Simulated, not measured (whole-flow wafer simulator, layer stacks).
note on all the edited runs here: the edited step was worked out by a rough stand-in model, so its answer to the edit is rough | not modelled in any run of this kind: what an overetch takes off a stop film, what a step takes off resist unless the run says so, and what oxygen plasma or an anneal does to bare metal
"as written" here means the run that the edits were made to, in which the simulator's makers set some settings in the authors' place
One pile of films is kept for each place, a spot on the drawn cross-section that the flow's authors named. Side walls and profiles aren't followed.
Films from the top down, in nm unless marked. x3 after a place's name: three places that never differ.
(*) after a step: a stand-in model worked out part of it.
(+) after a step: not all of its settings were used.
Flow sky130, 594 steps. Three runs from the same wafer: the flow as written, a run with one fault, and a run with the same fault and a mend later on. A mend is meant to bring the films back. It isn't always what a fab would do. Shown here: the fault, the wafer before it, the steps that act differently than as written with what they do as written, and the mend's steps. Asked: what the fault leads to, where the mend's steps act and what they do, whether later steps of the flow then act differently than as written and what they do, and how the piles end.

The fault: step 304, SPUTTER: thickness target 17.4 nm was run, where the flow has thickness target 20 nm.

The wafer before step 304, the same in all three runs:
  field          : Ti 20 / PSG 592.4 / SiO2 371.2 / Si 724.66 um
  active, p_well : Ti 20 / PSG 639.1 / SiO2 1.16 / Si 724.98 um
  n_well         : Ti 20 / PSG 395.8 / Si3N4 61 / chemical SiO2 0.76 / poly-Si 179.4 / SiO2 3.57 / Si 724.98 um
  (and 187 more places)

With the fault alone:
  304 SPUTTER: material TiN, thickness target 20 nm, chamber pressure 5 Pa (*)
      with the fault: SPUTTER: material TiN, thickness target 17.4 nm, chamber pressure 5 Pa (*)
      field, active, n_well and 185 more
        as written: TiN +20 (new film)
        with the fault: TiN +17.4 (new film)
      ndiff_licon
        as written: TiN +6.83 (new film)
        with the fault: TiN +5.97 (new film)
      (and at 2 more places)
  Later steps of the flow that act differently than as written (16 more steps differ only slightly, by at most 2% or 0.5 nm, whichever is larger, and aren't shown):
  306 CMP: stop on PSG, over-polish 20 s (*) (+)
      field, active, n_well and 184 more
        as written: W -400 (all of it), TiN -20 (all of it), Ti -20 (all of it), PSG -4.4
        with the fault: W -400 (all of it), TiN -17.4 (all of it), Ti -20 (all of it), PSG -4.4
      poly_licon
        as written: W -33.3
        with the fault: W -30.7
  At the end the piles differ from the flow's by more than 2% or 0.5 nm, whichever is larger, at poly_licon, ndiff_licon, ndiff_licon_cpp, rpo_hd_licon.
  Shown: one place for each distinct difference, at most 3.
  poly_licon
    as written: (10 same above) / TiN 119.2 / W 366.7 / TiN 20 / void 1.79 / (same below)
    with the fault: (10 same above) / TiN 119.2 / W 369.3 / TiN 17.4 / void 1.79 / (same below)
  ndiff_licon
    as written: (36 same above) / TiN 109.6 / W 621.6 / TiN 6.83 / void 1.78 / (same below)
    with the fault: (36 same above) / TiN 109.6 / W 622.5 / TiN 5.97 / void 1.78 / (same below)
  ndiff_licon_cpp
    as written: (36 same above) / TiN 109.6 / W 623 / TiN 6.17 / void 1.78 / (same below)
    with the fault: (36 same above) / TiN 109.6 / W 623.8 / TiN 5.39 / void 1.78 / (same below)

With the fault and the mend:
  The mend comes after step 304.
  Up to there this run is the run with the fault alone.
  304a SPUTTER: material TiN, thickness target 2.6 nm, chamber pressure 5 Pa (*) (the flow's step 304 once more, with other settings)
      field, active, n_well and 185 more
        TiN +2.6
      ndiff_licon
        TiN +0.86
      ndiff_licon_cpp
        TiN +0.78
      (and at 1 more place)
  No later step of the flow acts differently than as written, at any place that is followed, by more than 2% or 0.5 nm, whichever is larger.
  At the end the piles differ from the flow's only slightly at the places that both follow, by at most 2% or 0.5 nm, whichever is larger.
